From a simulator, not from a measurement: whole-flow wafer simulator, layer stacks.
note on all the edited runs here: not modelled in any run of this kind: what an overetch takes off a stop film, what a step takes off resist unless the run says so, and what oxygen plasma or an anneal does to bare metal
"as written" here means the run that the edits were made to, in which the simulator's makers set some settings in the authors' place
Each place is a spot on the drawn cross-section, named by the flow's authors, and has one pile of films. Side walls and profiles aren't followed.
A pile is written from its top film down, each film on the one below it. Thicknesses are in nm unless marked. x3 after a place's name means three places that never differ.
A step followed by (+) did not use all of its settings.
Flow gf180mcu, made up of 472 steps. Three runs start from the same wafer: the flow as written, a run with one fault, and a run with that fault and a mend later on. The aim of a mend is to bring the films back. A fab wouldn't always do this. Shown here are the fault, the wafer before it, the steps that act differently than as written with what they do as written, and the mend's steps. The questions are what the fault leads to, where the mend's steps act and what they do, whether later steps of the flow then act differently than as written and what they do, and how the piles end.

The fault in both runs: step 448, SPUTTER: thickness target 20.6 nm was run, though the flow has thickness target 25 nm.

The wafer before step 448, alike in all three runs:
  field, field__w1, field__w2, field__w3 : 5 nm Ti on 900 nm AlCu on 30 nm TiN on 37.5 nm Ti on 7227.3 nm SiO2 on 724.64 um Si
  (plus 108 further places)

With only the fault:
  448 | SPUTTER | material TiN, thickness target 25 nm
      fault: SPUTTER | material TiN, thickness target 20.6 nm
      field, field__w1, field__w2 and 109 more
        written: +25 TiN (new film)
        fault: +20.6 TiN (new film)
  Steps later in the flow that act otherwise than as written (5 more steps, not shown, differ only slightly: by at most 2% or 0.5 nm, whichever is larger):
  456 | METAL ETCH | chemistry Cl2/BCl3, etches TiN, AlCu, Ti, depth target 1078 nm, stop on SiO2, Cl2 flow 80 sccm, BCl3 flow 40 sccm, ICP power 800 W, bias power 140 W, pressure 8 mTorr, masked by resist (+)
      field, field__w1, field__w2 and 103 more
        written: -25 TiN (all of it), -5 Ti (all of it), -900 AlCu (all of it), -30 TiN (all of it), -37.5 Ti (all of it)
        fault: -20.6 TiN (all of it), -5 Ti (all of it), -900 AlCu (all of it), -30 TiN (all of it), -37.5 Ti (all of it)
  The piles end different from the flow's at field__w8, contact, m1, m1__w1, pad, m1_nw by more than 2% or 0.5 nm, whichever is larger.
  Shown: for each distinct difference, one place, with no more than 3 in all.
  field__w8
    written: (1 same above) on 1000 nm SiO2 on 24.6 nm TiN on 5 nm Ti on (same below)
    fault: (1 same above) on 1000 nm SiO2 on 20.2 nm TiN on 5 nm Ti on (same below)
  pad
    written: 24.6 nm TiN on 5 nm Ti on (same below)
    fault: 20.2 nm TiN on 5 nm Ti on (same below)

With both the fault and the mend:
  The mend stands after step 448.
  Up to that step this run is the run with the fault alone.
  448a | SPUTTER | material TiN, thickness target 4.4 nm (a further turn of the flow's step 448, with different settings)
      field, field__w1, field__w2 and 109 more
        +4.4 TiN
  None of the later steps of the flow acts differently than as written at any place that is followed.
  At every place that both follow, the piles at the end match the flow's.
